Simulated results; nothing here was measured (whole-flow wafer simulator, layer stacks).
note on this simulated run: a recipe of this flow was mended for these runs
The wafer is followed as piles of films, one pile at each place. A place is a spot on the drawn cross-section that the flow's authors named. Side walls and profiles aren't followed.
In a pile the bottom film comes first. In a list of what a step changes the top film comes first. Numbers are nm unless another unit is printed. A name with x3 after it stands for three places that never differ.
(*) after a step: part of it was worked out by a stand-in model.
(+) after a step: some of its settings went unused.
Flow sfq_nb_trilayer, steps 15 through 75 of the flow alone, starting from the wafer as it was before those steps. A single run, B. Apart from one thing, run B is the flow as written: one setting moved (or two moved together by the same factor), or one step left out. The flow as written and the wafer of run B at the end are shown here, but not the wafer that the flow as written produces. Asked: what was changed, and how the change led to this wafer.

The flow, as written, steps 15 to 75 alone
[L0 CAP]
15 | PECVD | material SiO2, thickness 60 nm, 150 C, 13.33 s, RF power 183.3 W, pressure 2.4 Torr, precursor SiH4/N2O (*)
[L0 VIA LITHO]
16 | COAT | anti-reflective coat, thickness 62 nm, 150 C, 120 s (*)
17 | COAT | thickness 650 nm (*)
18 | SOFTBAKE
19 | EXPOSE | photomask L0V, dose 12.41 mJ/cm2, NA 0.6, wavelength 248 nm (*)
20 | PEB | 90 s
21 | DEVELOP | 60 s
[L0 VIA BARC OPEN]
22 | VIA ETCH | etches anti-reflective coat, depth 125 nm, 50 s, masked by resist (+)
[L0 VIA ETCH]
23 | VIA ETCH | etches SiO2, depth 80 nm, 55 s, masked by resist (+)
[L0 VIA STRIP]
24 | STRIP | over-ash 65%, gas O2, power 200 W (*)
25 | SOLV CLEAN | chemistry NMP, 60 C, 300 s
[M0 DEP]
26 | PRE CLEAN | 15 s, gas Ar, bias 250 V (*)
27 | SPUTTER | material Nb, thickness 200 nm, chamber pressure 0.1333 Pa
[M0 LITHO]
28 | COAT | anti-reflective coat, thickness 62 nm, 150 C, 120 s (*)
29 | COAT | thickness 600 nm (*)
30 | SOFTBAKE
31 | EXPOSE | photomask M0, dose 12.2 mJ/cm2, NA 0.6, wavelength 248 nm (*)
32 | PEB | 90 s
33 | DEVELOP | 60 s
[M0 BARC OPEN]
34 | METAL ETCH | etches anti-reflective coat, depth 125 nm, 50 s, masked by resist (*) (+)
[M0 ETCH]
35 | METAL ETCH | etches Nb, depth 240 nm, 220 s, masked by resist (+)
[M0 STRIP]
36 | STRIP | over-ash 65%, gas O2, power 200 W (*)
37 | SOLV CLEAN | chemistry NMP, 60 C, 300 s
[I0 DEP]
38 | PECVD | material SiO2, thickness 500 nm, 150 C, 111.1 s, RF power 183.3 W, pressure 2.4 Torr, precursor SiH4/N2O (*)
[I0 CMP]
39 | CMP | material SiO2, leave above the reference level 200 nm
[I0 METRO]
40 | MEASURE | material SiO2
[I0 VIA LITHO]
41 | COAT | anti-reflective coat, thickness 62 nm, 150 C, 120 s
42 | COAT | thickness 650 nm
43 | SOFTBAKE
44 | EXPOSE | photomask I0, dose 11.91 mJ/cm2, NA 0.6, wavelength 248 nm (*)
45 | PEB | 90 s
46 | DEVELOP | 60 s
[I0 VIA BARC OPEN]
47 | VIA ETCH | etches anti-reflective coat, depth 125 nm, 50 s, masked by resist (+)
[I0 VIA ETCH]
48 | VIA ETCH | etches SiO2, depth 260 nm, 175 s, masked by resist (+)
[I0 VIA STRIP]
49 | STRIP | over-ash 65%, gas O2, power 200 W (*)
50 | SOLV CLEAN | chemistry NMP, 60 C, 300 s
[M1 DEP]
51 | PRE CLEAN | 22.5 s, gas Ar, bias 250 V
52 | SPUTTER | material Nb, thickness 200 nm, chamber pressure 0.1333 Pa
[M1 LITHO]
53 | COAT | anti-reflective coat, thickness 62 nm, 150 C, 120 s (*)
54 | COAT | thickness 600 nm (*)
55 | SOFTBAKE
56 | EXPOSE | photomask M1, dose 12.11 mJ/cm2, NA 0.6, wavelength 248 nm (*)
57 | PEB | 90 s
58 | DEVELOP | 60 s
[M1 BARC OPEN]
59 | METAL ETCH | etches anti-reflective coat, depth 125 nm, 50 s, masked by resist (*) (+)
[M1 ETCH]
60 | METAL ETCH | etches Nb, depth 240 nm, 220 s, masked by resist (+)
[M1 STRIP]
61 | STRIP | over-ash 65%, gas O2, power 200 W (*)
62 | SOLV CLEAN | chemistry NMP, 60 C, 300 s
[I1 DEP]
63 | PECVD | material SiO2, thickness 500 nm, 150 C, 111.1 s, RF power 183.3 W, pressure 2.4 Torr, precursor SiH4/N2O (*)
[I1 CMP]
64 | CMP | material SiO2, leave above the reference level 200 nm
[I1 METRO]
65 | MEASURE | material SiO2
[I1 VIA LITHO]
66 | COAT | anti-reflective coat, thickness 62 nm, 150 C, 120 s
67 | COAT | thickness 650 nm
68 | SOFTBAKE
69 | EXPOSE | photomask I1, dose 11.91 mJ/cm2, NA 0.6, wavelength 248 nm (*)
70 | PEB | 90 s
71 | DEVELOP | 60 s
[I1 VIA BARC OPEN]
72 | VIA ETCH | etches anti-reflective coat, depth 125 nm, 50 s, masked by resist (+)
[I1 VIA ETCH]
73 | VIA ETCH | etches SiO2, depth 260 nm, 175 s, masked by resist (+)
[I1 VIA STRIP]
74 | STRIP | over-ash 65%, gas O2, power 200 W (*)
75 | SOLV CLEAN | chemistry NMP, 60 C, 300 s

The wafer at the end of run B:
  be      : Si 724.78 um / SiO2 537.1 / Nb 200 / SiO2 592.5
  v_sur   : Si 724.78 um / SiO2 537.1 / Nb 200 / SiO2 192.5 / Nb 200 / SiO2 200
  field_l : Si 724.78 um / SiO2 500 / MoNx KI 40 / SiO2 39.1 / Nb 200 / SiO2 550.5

What caused this: step 15, PECVD: pressure 3.48 Torr was run, though the flow has pressure 2.4 Torr.

Step by step, how the change led to this:
  15 | PECVD | material SiO2, thickness 60 nm, 150 C, 13.33 s, RF power 183.3 W, pressure 2.4 Torr, precursor SiH4/N2O (*)
      v_sur, via_wl, via_w and 97 more: +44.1 SiO2 (as written it would have been: +60 SiO2)
      field_l, l0_sur, l0v, l0r_line_l, l0r_line_c, l0r_line_r: +44.1 SiO2 (new film) (as written it would have been: +60 SiO2 (new film))
  23 | VIA ETCH | etches SiO2, depth 80 nm, 55 s, masked by resist (+)
      l0v: -43.8 SiO2 (all of it), -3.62 MoNx KI (as written it would have been: -59.7 SiO2 (all of it), -2.03 MoNx KI)
  28 | COAT | anti-reflective coat, thickness 62 nm, 150 C, 120 s (*)
      l0_sur: +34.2 anti-reflective coat (new film) (as written it would have been: +29.3 anti-reflective coat (new film))
      l0v: +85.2 anti-reflective coat (new film) (as written it would have been: +92.5 anti-reflective coat (new film))
  36 | STRIP | over-ash 65%, gas O2, power 200 W (*)
      l0_sur: -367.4 KrF-resist-other-grade (all of it), -34.2 anti-reflective coat (all of it) (as written it would have been: -370 KrF-resist-other-grade (all of it), -29.3 anti-reflective coat (all of it))
      l0v: -367.6 KrF-resist-other-grade (all of it), -85.2 anti-reflective coat (all of it) (as written it would have been: -374.1 KrF-resist-other-grade (all of it), -92.5 anti-reflective coat (all of it))
  39 | CMP | material SiO2, leave above the reference level 200 nm
      l0v: -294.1 SiO2 (as written it would have been: -277.4 SiO2)
